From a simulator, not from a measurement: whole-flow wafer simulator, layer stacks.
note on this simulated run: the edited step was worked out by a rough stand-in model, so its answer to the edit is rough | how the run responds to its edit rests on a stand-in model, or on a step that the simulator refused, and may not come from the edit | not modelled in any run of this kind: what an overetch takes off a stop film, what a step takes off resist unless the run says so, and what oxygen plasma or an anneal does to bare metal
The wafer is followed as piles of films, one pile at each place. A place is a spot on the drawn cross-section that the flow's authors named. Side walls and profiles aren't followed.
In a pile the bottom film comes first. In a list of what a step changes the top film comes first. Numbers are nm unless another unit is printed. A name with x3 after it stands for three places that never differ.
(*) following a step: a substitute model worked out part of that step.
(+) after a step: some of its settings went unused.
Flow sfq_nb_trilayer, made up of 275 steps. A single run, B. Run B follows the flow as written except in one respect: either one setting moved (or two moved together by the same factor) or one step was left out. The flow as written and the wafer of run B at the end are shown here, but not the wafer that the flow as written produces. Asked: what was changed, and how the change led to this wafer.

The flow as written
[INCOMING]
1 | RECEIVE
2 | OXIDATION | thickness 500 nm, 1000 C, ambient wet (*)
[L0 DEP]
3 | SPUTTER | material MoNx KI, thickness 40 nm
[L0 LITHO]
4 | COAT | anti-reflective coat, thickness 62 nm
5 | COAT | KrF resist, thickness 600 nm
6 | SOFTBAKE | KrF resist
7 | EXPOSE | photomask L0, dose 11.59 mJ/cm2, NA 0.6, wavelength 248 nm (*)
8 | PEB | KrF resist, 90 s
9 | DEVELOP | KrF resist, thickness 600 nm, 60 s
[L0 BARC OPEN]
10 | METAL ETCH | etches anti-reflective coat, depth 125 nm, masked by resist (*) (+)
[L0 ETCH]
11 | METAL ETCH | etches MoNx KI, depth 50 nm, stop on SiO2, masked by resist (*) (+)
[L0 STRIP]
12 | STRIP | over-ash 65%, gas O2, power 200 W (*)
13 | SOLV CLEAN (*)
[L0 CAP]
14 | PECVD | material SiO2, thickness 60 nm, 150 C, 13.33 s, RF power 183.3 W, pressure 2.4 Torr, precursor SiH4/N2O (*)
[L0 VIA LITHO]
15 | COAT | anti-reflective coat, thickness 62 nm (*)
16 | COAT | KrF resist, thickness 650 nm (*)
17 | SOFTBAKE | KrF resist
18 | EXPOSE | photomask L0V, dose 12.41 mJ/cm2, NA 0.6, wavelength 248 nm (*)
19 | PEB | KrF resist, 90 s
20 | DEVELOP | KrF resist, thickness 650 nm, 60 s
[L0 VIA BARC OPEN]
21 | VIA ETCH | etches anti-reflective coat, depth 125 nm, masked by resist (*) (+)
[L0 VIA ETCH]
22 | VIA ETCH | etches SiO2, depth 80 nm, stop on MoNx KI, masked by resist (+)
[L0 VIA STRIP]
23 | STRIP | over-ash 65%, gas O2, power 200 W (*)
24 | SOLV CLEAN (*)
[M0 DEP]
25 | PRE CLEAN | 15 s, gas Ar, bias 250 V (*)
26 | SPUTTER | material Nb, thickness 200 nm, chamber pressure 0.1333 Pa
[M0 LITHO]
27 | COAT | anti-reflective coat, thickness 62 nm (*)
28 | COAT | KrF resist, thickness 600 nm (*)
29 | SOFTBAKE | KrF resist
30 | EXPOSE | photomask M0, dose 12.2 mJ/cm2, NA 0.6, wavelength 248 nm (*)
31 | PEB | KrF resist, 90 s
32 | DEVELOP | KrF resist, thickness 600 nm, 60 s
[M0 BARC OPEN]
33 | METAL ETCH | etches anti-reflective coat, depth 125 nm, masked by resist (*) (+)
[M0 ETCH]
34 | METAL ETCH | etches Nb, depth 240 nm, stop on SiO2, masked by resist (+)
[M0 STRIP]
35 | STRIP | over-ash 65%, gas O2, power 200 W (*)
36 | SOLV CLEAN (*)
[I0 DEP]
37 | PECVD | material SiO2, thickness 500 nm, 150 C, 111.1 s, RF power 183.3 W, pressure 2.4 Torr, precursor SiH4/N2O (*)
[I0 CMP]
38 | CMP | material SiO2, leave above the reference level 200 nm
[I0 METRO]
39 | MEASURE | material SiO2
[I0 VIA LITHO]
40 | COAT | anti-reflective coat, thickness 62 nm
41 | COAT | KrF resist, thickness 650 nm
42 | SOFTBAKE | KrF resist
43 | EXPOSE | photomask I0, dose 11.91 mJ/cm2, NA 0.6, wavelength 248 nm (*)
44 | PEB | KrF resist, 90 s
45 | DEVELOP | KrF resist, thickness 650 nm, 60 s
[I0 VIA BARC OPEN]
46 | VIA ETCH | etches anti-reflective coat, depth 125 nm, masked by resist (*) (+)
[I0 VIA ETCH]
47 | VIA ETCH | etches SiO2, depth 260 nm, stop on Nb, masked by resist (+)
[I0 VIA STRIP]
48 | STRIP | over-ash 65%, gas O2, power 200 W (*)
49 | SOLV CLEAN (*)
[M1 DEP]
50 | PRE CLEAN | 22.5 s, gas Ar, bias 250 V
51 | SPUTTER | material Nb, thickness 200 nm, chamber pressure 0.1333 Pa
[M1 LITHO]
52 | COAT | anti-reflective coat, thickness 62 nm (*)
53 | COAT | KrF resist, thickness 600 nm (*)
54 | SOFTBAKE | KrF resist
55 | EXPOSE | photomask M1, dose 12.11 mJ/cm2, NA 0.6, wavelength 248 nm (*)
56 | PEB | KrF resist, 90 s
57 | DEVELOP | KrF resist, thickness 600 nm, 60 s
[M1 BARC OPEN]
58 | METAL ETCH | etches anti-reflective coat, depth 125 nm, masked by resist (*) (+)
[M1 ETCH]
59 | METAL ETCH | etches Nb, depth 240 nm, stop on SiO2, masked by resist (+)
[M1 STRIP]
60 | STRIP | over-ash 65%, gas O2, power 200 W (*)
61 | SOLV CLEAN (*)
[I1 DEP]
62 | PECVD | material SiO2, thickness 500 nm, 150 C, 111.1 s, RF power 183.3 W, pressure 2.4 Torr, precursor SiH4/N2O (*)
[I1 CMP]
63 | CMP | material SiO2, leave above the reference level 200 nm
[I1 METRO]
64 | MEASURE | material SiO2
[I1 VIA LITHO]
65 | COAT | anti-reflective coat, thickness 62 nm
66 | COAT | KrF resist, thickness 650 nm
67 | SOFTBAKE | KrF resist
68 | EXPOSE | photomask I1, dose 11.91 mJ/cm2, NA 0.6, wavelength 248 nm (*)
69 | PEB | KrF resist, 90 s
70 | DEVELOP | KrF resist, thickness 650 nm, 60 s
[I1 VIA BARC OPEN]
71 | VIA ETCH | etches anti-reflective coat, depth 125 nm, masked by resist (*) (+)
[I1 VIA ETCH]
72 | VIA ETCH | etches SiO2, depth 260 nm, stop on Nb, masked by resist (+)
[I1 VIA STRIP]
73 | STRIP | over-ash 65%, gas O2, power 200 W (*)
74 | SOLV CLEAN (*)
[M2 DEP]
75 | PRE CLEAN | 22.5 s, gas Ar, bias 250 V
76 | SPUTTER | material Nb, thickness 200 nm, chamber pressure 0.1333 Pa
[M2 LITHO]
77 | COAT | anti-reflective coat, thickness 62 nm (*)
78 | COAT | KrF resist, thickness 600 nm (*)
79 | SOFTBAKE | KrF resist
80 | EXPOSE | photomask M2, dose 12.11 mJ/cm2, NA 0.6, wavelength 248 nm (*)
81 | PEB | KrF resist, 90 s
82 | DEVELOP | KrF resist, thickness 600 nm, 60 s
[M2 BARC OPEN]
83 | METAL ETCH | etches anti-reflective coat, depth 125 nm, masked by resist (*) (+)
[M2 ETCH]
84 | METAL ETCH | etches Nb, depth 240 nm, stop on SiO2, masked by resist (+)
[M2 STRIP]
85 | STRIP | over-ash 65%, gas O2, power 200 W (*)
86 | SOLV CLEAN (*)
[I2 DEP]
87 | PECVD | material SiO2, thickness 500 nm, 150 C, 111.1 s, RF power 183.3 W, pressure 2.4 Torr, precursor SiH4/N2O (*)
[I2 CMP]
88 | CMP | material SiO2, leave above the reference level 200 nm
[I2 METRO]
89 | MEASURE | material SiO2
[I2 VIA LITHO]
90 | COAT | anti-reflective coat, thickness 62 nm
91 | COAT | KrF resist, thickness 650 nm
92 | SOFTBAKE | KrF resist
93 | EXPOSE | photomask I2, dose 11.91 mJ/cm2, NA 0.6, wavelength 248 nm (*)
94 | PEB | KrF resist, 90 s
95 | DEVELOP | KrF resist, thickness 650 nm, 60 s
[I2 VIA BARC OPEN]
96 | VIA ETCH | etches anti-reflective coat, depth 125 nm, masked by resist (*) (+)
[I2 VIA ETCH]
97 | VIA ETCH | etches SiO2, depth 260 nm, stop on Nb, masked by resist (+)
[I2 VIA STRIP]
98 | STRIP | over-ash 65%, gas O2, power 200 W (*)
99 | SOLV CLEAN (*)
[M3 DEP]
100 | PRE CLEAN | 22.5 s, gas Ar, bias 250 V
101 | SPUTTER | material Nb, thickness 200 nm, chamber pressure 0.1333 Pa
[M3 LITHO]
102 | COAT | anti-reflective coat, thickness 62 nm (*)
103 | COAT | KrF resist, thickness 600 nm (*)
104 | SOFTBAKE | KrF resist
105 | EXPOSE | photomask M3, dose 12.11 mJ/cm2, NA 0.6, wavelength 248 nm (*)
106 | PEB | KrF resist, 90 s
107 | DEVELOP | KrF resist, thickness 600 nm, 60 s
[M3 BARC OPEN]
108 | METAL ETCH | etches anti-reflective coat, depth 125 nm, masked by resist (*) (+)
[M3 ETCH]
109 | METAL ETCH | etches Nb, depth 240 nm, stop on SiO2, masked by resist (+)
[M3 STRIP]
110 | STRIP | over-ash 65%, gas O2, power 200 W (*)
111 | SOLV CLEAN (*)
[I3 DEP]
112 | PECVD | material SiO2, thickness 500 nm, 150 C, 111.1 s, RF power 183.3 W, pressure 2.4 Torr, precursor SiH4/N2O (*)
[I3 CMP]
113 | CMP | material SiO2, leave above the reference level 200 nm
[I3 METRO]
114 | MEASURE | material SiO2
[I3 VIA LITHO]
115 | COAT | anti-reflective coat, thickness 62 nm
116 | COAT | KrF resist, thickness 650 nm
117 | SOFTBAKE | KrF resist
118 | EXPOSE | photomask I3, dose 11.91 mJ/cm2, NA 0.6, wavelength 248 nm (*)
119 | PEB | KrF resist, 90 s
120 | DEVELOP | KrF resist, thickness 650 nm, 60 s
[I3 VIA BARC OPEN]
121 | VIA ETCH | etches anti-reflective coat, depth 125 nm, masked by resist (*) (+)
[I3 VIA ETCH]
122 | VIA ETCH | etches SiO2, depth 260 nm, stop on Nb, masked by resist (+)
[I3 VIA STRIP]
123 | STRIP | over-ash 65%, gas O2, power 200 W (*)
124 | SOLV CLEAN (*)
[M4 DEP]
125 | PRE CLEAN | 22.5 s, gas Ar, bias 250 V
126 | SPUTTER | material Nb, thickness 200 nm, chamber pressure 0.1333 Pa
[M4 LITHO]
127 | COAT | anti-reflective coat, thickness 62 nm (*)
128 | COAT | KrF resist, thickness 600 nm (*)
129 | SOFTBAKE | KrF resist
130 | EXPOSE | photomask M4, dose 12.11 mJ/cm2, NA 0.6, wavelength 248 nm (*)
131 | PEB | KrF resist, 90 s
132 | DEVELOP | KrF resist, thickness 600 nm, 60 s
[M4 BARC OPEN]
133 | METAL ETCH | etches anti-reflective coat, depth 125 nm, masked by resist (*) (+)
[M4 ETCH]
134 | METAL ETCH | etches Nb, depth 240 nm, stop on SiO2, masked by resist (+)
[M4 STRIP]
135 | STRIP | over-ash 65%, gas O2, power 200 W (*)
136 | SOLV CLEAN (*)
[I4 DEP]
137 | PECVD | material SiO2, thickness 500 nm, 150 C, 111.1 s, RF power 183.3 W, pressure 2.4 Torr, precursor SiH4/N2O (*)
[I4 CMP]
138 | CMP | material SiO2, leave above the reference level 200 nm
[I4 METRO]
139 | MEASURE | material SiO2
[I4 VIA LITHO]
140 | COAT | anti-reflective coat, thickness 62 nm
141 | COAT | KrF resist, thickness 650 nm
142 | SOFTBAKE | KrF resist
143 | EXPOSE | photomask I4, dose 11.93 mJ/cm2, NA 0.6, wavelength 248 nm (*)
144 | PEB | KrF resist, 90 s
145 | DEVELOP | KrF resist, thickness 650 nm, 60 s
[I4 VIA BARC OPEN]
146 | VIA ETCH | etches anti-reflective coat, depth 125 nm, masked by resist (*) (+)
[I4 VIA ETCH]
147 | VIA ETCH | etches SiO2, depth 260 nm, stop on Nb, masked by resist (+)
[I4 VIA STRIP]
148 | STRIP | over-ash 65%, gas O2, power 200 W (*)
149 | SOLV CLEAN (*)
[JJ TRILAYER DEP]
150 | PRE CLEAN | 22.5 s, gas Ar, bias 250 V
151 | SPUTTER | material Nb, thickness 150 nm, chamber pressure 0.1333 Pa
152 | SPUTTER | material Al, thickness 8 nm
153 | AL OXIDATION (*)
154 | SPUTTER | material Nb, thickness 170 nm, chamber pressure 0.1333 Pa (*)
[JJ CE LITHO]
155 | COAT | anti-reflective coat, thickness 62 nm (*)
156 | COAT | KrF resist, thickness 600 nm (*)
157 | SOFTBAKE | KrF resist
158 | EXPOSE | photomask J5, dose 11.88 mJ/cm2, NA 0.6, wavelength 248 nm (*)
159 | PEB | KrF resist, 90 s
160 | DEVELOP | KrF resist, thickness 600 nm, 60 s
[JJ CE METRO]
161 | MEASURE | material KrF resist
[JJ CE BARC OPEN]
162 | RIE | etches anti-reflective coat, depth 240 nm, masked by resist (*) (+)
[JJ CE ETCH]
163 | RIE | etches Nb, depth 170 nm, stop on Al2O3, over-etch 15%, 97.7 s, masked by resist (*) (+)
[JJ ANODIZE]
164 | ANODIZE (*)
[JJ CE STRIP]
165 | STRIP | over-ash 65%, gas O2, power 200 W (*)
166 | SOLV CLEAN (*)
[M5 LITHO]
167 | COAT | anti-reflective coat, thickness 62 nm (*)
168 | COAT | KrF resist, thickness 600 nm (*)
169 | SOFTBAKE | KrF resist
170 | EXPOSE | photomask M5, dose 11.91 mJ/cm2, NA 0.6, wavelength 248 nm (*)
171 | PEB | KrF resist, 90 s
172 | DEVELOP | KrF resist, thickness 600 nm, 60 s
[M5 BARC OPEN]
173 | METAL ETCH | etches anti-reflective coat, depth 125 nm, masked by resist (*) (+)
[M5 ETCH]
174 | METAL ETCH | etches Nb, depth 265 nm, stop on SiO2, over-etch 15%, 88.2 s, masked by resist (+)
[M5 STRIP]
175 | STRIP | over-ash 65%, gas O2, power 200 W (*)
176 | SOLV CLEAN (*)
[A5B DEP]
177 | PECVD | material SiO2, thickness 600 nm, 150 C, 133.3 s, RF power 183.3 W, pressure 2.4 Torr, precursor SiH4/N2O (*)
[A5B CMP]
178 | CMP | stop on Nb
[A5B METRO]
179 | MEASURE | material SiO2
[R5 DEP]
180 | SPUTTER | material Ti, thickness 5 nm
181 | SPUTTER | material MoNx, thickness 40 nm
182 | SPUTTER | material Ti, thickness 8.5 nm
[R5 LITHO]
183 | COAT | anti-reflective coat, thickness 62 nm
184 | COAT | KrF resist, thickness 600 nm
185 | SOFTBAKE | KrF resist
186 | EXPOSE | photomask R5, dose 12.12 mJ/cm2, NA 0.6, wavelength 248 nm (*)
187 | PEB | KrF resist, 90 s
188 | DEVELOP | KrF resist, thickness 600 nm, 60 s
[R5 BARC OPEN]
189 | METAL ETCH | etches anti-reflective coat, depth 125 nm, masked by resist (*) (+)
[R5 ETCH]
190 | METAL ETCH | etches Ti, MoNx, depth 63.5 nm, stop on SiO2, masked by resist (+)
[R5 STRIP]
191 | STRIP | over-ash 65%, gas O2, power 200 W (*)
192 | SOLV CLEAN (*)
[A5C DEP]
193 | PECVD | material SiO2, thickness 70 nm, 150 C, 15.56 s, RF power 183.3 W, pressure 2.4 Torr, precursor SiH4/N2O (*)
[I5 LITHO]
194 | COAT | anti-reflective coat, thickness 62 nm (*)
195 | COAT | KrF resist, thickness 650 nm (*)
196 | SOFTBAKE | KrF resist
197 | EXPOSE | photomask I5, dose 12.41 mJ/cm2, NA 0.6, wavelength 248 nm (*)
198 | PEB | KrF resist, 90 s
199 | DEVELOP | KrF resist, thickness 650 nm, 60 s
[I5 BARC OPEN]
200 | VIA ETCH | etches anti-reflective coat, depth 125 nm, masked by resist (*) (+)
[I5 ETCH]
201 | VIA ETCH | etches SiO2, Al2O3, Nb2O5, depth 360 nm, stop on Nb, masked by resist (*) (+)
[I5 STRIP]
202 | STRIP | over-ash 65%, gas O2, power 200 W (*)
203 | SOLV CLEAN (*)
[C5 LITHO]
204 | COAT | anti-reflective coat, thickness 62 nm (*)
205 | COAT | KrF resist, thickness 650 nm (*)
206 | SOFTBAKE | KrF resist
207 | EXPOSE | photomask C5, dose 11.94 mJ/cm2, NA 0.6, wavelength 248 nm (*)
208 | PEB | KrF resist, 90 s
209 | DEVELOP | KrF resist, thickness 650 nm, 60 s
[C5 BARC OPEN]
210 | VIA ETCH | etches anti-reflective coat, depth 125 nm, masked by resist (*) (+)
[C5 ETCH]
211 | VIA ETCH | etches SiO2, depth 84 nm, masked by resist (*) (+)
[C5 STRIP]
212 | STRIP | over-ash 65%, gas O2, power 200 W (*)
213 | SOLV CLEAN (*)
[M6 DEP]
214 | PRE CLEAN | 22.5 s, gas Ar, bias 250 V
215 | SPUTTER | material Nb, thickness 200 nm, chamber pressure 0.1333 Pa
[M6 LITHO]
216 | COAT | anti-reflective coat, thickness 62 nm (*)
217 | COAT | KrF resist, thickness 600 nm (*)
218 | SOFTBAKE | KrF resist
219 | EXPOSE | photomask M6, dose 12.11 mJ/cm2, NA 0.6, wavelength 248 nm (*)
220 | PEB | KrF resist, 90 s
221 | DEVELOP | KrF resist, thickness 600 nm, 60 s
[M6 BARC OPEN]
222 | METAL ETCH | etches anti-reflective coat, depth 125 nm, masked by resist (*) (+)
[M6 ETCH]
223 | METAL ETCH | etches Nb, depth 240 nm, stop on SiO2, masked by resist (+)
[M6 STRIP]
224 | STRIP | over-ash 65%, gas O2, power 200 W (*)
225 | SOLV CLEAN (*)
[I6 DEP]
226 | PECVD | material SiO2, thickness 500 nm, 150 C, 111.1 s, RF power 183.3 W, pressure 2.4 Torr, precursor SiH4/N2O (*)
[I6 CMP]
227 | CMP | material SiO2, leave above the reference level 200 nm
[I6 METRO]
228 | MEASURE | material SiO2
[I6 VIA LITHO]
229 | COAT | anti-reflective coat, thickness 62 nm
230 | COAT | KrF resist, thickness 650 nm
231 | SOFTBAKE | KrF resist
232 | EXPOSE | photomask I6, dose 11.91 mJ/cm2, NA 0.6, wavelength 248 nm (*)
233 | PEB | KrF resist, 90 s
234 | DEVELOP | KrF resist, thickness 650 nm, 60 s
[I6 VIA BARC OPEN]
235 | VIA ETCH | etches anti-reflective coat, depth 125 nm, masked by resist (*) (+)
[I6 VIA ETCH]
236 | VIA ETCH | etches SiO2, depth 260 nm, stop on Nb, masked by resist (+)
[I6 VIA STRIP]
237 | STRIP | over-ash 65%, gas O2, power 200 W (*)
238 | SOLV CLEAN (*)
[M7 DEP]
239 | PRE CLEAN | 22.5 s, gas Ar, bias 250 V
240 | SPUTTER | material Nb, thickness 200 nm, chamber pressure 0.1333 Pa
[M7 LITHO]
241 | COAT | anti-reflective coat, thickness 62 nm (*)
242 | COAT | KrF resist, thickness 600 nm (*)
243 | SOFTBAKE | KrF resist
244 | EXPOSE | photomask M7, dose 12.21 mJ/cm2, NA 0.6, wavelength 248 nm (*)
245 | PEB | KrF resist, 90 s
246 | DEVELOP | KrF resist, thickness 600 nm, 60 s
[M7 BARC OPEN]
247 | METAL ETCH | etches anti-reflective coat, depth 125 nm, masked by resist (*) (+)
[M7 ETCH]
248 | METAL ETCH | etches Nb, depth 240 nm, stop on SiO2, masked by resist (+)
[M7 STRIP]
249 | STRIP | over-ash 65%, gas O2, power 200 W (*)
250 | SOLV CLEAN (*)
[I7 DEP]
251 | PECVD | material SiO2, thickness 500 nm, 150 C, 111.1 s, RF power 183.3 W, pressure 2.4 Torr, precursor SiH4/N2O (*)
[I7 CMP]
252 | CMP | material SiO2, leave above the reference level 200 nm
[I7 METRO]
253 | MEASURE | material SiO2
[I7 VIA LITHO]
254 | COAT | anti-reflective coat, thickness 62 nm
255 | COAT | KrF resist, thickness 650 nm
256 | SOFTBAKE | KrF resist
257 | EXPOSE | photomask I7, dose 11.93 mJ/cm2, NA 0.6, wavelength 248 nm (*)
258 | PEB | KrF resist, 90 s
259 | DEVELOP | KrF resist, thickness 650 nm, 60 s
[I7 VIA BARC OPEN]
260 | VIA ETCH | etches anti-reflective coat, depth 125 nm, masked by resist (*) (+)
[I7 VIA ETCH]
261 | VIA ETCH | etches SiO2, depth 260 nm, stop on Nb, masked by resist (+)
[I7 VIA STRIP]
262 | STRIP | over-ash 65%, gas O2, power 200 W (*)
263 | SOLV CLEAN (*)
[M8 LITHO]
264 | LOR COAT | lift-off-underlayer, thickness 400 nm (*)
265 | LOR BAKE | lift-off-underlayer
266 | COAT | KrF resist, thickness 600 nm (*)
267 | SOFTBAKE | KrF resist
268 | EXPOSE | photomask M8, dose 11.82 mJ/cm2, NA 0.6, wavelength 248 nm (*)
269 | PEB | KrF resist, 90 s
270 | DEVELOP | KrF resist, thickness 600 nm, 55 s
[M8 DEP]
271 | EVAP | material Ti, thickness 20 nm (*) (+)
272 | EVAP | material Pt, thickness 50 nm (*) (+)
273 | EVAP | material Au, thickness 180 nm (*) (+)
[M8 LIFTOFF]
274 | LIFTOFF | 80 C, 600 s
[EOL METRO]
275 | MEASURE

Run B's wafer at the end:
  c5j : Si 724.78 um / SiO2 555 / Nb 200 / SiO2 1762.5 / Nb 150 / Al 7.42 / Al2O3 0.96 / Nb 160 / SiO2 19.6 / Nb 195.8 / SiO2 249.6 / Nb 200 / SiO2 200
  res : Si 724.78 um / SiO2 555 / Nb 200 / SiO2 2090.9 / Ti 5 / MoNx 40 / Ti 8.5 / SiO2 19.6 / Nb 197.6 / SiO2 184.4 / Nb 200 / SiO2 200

The reason: step 211, VIA ETCH: depth 42.8 nm was run, while the flow as written has depth 84 nm.

Step by step, how the change led to this:
  211 | VIA ETCH | etches SiO2, depth 84 nm, masked by resist (*) (+)
      c5j: -42.8 SiO2 (it would be, as written: -69.9 SiO2 (all of it), -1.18 Nb)
      res: -42.8 SiO2 (it would be, as written: -69.9 SiO2 (all of it))
      (and at 104 other places as well)
  214 | PRE CLEAN | 22.5 s, gas Ar, bias 250 V
      c5j: -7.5 SiO2 (it would be, as written: -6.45 Nb)
      res: -7.5 SiO2 (it would be, as written: -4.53 Ti)
  215 | SPUTTER | material Nb, thickness 200 nm, chamber pressure 0.1333 Pa
      c5j: +195.8 Nb (new film) (it would be, as written: +188.4 Nb)
      res: +197.6 Nb (new film) (it would be, as written: +192.9 Nb (new film))
  216 | COAT | anti-reflective coat, thickness 62 nm (*)
      ce_l: +55 anti-reflective coat (new film) (it would be, as written: +48 anti-reflective coat (new film))
      c5j: +91.5 anti-reflective coat (new film) (it would be, as written: +110.7 anti-reflective coat (new film))
      (and at 4 other places as well)
  217 | COAT | KrF resist, thickness 600 nm (*)
      res: +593 KrF resist (new film) (it would be, as written: +605.2 KrF resist (new film))
  224 | STRIP | over-ash 65%, gas O2, power 200 W (*)
      ce_l: -392.9 KrF resist (all of it), -55 anti-reflective coat (all of it) (it would be, as written: -397.1 KrF resist (all of it), -48 anti-reflective coat (all of it))
      c5j: -406.2 KrF resist (all of it), -91.5 anti-reflective coat (all of it) (it would be, as written: -418.3 KrF resist (all of it), -110.7 anti-reflective coat (all of it))
      (and at 4 other places as well)
  226 | PECVD | material SiO2, thickness 500 nm, 150 C, 111.1 s, RF power 183.3 W, pressure 2.4 Torr, precursor SiH4/N2O (*)
      c5j: +500 SiO2 (new film) (it would be, as written: +514.7 SiO2 (new film))
  227 | CMP | material SiO2, leave above the reference level 200 nm
      c5j: -242.9 SiO2 (it would be, as written: -223 SiO2)
      res: -308.1 SiO2 (it would be, as written: -279.4 SiO2)
If metal films that touch count as one body, c5j has 5 bodies (between them, from the top down: SiO2 249.6; SiO2 19.6; Al2O3 0.96; SiO2 1762.5); the flow as written gives 4 bodies (between them, from the top down: SiO2 284.2; Al2O3 0.96; SiO2 1762.5).
If metal films that touch count as one body, res has 4 bodies (between them, from the top down: SiO2 184.4; SiO2 19.6; SiO2 2090.9); the flow as written gives 3 bodies (between them, from the top down: SiO2 213.1; SiO2 2090.9).
